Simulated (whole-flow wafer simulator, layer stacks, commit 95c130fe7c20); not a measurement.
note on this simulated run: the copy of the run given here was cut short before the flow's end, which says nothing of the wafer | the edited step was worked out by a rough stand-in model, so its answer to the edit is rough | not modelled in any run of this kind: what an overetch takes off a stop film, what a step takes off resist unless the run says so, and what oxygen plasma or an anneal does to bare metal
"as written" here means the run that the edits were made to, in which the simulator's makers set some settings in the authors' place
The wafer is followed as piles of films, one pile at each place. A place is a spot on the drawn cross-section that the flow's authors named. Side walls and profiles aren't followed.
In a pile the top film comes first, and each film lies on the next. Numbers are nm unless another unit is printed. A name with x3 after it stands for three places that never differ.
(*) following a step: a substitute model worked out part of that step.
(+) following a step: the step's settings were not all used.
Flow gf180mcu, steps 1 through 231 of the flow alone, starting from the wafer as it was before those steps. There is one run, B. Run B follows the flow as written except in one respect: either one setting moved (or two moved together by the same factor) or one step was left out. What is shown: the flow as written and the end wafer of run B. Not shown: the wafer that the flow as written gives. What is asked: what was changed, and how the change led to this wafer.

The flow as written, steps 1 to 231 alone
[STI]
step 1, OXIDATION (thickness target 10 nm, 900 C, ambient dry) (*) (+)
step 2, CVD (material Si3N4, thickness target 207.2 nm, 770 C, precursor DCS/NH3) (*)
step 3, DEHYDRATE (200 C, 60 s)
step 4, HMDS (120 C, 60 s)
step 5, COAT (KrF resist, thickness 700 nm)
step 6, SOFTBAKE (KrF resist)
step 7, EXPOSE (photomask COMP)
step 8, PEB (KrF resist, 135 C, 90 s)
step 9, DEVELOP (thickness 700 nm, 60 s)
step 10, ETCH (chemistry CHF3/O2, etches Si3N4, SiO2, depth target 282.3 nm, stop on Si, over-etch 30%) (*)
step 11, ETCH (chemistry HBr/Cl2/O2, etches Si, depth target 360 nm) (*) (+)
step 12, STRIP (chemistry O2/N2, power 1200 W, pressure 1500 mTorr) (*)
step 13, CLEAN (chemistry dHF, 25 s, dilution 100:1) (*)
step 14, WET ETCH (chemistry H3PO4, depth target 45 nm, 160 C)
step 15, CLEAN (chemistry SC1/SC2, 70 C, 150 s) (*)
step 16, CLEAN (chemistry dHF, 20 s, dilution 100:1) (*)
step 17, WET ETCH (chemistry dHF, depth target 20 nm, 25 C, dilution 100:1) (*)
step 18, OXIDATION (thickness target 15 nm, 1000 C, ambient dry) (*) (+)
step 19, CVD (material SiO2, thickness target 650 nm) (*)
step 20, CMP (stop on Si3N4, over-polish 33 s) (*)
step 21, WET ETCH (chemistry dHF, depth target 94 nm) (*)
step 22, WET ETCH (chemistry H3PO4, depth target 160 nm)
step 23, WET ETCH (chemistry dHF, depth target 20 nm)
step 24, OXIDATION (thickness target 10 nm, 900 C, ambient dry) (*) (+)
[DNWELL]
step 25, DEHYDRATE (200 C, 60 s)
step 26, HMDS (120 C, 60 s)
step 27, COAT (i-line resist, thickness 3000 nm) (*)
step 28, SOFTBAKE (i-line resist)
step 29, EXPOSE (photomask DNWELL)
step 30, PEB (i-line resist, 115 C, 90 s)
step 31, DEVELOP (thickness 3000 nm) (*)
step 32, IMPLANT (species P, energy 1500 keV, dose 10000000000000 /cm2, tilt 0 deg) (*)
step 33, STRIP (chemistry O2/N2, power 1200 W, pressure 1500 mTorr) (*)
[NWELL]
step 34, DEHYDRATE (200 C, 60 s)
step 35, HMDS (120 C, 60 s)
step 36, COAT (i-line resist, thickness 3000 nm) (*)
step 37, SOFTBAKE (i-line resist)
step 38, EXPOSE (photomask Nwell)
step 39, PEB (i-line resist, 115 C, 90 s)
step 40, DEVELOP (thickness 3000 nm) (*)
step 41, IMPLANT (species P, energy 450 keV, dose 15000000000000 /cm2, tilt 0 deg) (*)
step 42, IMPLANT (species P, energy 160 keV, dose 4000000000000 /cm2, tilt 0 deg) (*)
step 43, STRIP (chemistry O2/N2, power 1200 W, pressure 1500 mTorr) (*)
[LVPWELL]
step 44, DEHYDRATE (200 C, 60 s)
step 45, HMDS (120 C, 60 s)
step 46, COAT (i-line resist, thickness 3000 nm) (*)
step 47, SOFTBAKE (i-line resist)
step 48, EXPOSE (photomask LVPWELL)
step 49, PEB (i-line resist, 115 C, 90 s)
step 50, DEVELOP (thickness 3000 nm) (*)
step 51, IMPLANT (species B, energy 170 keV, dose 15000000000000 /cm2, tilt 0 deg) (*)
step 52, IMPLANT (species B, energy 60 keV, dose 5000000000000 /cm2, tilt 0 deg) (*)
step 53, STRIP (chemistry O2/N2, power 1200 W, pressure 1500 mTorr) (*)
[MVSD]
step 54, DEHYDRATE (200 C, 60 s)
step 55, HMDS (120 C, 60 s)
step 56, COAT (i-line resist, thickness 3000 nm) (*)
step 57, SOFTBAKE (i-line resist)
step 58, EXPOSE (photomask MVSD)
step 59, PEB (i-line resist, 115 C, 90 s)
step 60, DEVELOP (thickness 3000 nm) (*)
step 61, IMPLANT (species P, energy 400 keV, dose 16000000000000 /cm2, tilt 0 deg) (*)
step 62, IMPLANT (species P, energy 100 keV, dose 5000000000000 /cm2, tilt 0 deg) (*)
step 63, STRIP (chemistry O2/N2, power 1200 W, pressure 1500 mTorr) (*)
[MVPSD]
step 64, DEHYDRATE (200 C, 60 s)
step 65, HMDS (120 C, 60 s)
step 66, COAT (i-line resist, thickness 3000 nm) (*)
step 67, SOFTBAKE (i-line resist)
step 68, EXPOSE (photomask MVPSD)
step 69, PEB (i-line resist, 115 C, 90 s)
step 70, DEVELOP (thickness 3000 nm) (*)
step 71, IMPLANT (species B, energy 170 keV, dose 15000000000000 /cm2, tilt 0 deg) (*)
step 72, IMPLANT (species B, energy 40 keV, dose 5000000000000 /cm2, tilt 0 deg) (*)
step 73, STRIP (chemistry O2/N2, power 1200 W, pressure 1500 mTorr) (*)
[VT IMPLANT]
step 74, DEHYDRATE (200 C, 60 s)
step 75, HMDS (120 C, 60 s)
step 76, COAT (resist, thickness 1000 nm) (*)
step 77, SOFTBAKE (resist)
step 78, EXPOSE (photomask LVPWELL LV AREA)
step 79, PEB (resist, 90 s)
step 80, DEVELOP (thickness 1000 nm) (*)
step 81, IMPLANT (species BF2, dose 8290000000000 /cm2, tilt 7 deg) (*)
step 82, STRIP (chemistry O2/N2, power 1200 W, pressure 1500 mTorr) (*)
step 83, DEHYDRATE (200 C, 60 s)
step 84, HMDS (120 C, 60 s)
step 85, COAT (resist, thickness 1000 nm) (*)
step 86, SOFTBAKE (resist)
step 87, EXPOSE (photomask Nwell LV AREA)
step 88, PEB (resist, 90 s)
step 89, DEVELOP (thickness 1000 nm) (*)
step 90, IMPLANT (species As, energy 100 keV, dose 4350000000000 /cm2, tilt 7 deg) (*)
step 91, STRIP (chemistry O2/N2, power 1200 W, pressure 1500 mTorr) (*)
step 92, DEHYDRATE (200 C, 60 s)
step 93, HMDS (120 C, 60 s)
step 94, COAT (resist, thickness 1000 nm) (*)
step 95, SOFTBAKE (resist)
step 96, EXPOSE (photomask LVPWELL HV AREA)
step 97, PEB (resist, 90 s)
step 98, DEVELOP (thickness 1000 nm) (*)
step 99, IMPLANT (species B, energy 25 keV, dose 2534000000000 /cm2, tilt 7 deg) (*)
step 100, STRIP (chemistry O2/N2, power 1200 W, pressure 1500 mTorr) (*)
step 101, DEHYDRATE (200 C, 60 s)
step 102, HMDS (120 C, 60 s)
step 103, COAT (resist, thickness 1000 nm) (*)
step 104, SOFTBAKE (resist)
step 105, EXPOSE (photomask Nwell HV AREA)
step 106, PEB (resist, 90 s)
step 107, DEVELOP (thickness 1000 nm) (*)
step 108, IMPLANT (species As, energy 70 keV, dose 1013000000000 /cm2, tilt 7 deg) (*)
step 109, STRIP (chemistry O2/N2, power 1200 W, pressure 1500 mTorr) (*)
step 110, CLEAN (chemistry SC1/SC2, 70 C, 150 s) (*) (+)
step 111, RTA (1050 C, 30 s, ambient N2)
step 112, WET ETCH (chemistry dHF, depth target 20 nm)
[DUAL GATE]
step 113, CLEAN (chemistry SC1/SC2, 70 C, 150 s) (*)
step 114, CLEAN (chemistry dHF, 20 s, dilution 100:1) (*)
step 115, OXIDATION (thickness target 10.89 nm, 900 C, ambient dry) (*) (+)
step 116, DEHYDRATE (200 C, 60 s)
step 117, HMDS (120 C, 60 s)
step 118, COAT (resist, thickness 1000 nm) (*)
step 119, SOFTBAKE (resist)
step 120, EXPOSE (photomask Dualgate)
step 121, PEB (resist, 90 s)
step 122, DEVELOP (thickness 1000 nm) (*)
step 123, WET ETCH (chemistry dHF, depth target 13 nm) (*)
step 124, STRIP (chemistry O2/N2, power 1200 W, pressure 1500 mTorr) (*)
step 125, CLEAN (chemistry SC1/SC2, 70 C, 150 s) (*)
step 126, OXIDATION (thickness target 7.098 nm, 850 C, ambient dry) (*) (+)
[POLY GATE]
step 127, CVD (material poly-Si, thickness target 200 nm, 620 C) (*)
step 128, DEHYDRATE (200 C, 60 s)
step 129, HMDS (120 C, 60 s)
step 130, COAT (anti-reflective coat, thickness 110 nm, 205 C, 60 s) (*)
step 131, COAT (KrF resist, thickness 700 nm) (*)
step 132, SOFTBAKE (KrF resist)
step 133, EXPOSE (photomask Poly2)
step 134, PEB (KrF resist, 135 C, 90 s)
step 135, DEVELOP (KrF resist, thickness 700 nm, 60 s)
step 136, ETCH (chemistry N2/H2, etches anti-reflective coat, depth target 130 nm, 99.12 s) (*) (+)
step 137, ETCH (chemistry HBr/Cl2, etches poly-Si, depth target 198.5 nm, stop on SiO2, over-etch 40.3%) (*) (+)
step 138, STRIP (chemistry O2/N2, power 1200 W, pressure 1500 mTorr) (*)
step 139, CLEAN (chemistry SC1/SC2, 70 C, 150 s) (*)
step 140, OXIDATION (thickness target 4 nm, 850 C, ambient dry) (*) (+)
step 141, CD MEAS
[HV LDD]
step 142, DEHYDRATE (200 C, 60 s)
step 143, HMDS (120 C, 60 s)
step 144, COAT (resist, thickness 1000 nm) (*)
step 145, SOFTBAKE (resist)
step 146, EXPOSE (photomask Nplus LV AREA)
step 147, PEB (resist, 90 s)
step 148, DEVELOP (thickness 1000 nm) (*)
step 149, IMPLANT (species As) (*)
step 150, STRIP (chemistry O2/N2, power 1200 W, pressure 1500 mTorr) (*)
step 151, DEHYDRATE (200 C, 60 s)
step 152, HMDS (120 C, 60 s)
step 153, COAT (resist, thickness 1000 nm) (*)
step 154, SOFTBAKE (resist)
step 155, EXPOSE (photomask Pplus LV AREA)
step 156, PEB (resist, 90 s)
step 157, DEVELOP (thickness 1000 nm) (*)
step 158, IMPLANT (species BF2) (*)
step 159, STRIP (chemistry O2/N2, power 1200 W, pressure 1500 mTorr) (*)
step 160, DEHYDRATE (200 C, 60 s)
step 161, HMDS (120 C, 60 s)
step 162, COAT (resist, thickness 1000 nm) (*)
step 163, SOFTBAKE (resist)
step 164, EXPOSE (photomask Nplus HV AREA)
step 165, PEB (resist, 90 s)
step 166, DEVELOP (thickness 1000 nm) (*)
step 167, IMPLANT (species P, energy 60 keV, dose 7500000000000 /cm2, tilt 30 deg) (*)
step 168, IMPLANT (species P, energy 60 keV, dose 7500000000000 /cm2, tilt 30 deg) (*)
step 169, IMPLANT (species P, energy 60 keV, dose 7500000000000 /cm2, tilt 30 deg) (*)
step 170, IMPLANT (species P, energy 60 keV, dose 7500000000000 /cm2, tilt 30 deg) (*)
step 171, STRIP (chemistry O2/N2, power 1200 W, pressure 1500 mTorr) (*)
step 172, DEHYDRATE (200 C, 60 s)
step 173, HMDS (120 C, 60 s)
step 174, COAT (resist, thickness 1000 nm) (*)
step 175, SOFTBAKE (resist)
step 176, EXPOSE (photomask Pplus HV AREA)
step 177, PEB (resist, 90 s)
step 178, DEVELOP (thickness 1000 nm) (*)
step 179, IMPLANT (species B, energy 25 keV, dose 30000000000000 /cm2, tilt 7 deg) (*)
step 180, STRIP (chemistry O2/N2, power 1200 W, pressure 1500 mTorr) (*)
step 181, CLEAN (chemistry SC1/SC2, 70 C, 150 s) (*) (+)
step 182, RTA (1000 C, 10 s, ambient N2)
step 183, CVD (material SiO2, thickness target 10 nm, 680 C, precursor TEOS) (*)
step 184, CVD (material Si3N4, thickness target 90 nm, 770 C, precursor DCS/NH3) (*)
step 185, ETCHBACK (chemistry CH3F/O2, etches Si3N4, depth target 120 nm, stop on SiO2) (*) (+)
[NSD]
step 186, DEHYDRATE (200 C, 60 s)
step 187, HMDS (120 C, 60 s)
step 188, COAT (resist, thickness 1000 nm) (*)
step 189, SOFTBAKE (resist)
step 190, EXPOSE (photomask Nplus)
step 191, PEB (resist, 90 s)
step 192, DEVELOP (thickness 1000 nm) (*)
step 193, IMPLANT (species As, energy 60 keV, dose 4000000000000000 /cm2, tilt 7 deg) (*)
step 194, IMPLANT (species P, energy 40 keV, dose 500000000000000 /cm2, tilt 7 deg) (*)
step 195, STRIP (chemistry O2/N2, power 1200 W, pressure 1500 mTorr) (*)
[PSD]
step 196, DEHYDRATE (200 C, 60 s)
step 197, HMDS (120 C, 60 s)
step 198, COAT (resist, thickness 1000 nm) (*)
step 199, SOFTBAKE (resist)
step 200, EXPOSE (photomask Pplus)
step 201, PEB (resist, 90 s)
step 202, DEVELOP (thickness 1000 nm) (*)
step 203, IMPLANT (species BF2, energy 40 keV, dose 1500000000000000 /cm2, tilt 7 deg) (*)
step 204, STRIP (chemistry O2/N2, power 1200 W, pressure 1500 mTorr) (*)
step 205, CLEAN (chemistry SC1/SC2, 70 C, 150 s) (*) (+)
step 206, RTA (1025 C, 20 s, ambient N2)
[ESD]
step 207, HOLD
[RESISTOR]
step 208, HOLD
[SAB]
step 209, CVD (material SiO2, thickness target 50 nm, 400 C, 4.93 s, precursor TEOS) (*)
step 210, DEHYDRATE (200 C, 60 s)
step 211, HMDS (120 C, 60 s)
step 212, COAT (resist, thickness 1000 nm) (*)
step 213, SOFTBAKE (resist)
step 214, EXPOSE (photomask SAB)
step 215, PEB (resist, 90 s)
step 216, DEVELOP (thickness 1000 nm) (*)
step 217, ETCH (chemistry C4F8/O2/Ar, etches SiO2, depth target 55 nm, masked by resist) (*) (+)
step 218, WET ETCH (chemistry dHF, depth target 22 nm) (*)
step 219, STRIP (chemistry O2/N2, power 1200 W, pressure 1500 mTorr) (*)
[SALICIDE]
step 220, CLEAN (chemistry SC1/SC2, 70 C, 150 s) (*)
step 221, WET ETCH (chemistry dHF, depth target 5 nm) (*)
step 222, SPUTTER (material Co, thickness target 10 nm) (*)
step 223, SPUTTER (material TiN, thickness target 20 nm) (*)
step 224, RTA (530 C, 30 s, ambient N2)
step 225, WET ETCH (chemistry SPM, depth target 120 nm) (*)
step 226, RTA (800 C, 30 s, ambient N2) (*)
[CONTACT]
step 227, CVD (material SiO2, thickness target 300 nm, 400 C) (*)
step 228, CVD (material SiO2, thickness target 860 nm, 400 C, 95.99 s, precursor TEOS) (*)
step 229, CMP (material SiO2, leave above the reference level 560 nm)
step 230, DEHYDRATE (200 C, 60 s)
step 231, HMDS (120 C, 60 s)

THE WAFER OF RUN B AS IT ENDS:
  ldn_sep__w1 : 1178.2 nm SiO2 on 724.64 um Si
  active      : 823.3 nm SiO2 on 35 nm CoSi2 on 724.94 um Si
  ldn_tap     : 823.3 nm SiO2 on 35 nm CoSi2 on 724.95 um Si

What caused this: step 228, CVD: 57.6 s was run, whereas the flow has 95.99 s.

How this came from the change, step by step:
  step 228, CVD (material SiO2, thickness target 860 nm, 400 C, 95.99 s, precursor TEOS) (*)
      field, field__w7, field__w8 and 70 more: SiO2 gains 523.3 (as written it would have been: SiO2 gains 860)
      field_sub, field_sub__w2: SiO2 gains 509.4 (as written it would have been: SiO2 gains 835.4)
      (as well as at 36 more places)
  step 229, CMP (material SiO2, leave above the reference level 560 nm)
      ldn_sep__w1, ldn_sep__w2, ldn_dft and 8 more: nothing (as written it would have been: SiO2 loses 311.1)
      active, p_well, sd_n, iso_ptap_pw, iso_ntap_nw, iso_ptap_sub, vpnp_e: nothing (as written it would have been: SiO2 loses 299.9)
      (as well as at 93 more places)
